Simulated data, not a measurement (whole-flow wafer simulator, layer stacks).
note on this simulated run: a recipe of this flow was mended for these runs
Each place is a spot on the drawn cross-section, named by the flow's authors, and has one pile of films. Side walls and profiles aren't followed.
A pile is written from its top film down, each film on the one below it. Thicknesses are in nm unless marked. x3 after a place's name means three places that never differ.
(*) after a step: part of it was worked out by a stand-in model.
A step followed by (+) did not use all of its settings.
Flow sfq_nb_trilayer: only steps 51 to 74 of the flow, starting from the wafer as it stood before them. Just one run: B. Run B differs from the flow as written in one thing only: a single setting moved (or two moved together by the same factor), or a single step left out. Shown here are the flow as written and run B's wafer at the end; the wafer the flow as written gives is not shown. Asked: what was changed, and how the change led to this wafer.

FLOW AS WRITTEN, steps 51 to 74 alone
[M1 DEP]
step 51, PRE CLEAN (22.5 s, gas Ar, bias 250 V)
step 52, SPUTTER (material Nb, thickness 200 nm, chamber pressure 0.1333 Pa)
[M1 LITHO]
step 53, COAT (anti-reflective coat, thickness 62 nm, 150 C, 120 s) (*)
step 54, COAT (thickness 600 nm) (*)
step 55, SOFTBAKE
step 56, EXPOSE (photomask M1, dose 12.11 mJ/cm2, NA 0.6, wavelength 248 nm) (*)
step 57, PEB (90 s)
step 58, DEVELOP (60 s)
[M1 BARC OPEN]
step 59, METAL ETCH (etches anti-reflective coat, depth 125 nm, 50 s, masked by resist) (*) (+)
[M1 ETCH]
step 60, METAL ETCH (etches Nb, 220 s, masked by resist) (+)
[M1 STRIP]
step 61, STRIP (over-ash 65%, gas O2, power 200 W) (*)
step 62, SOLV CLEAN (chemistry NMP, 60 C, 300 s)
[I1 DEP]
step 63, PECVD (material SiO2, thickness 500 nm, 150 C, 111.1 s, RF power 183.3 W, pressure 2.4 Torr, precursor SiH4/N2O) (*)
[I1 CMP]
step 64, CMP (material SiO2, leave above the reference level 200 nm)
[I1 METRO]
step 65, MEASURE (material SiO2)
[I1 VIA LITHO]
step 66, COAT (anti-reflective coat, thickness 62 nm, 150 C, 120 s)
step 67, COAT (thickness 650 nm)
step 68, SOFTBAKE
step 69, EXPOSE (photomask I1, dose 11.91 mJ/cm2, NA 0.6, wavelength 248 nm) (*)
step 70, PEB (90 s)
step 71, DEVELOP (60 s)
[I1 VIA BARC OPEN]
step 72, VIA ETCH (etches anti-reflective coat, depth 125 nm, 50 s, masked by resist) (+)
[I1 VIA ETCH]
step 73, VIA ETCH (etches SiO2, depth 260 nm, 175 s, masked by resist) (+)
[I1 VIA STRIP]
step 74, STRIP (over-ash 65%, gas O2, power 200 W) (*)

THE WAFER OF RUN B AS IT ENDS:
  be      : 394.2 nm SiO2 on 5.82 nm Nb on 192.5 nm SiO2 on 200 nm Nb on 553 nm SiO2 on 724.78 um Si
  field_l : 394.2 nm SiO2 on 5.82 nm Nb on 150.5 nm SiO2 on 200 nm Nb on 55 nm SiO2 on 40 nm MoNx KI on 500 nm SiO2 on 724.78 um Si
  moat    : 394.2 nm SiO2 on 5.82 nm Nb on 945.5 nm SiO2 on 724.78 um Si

The reason: step 60, METAL ETCH: 178 s was run, whereas the flow has 220 s.

Step by step, how the change led to this:
  step 60, METAL ETCH (etches Nb, 220 s, masked by resist) (+)
      field_l, be, be_sur and 79 more: Nb loses 194.2 (it would be, as written: Nb loses 200 (all of it), SiO2 loses 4)
      v_sur, via_wl, via_w and 21 more: KrF-resist-other-grade loses 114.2 (it would be, as written: KrF-resist-other-grade loses 141.2)
  step 61, STRIP (over-ash 65%, gas O2, power 200 W) (*)
      wl_j_sl x16: KrF-resist-other-grade loses 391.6 (all of it), anti-reflective coat loses 62 (all of it) (it would be, as written: KrF-resist-other-grade loses 364.6 (all of it), anti-reflective coat loses 62 (all of it))
      v_sur: KrF-resist-other-grade loses 388.8 (all of it), anti-reflective coat loses 45.6 (all of it) (it would be, as written: KrF-resist-other-grade loses 361.9 (all of it), anti-reflective coat loses 45.6 (all of it))
      (as well as at 7 more places)
  step 63, PECVD (material SiO2, thickness 500 nm, 150 C, 111.1 s, RF power 183.3 W, pressure 2.4 Torr, precursor SiH4/N2O) (*)
      field_l, be, be_sur and 72 more: SiO2 gains 500 (new film) (it would be, as written: SiO2 gains 500)
      lsp_m, ln_m6, lsp_r, l0_sur, l0v: SiO2 gains 500 (new film) (it would be, as written: SiO2 gains 494.8)
      (as well as at 2 more places)
  step 64, CMP (material SiO2, leave above the reference level 200 nm)
      field_l, be, be_sur and 72 more: SiO2 loses 105.8 (it would be, as written: SiO2 loses 96)
      lsp_m, ln_m6, lsp_r, l0_sur, l0v: SiO2 loses 105.8 (it would be, as written: SiO2 loses 90.8)
With metal films that touch counted as one body, be has 2 bodies (between them, from the top down: SiO2 192.5); the flow as written gives 1 body.
With metal films that touch counted as one body, field_l has 3 bodies (between them, from the top down: SiO2 150.5; SiO2 55); the flow as written gives 2 bodies (between them, from the top down: SiO2 55).
With metal films that touch counted as one body, moat has 1 body; the flow as written gives 0 bodies.
